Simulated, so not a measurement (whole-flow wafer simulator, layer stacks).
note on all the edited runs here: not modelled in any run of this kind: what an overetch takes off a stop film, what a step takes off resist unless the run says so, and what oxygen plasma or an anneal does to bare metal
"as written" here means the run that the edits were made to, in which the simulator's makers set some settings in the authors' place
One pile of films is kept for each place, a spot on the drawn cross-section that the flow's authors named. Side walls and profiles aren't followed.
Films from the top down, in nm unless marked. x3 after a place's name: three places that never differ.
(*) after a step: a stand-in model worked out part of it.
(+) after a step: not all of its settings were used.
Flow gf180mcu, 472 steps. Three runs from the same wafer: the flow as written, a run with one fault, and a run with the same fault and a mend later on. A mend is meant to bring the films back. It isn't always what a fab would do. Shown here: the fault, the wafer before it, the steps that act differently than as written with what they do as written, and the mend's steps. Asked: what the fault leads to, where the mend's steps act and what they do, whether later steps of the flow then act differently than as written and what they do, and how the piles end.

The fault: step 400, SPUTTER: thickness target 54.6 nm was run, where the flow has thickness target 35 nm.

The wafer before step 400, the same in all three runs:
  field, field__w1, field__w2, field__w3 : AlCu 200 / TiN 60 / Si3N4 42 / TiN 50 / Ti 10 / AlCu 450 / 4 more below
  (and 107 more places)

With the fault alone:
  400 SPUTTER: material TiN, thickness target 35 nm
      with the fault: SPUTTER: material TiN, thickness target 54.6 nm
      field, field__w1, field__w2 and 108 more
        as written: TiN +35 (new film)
        with the fault: TiN +54.6 (new film)
  Later steps of the flow that act differently than as written (6 more steps differ only slightly, by at most 2% or 0.5 nm, whichever is larger, and aren't shown):
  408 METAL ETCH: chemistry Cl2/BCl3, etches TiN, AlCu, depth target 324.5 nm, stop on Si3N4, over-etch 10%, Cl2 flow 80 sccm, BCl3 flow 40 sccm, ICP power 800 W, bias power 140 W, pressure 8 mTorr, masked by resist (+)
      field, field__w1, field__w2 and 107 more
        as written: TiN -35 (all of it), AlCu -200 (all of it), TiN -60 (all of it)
        with the fault: TiN -54.6 (all of it), AlCu -200 (all of it), TiN -60 (all of it)
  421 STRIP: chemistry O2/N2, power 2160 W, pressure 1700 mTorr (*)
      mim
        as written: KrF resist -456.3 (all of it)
        with the fault: KrF resist -441.7 (all of it)
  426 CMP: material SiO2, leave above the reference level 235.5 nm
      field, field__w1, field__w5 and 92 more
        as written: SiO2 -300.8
        with the fault: SiO2 -281.2
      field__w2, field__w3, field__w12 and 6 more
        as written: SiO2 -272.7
        with the fault: SiO2 -253.1
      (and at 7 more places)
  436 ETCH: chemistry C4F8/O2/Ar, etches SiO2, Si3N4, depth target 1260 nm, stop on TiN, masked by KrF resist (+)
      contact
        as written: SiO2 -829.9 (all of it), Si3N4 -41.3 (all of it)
        with the fault: SiO2 -849.5 (all of it), Si3N4 -41.3 (all of it)
  At the end the piles differ from the flow's by more than 2% or 0.5 nm, whichever is larger, at field__w8, contact, m1, m1__w1, mim, m1_nw.
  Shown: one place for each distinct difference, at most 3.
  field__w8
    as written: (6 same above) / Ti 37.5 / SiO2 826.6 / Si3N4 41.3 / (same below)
    with the fault: (6 same above) / Ti 37.5 / SiO2 846.2 / Si3N4 41.3 / (same below)
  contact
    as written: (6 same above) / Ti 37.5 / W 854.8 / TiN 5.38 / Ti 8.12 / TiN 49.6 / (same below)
    with the fault: (6 same above) / Ti 37.5 / W 874.5 / TiN 5.32 / Ti 8.03 / TiN 49.6 / (same below)
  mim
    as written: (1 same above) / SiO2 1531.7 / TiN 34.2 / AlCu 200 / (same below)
    with the fault: (1 same above) / SiO2 1531.7 / TiN 53.8 / AlCu 200 / (same below)

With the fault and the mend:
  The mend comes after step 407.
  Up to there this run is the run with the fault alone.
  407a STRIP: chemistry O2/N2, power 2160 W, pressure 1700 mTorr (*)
      mim
        resist -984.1 (all of it)
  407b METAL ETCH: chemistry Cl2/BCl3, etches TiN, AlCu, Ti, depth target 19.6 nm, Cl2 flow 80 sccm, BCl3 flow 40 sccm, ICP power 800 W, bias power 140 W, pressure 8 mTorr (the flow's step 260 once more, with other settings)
      field, field__w1, field__w2 and 108 more
        TiN -19.6
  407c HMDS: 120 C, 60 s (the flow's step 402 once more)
      changes no film at any place that is followed
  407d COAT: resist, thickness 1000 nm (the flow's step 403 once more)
      field, field__w1, field__w2 and 108 more
        resist +1000 (new film)
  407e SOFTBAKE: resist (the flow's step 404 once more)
      changes no film at any place that is followed
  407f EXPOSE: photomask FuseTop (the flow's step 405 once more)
      changes no film at any place that is followed
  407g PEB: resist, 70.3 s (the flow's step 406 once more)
      field, field__w1, field__w2 and 108 more
        resist -15.9
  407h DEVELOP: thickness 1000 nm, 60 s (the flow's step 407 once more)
      field, field__w1, field__w2 and 107 more
        resist -984.1 (all of it)
  No later step of the flow acts differently than as written at any place that is followed.
  At the end the piles are the same as the flow's at every place that both follow.
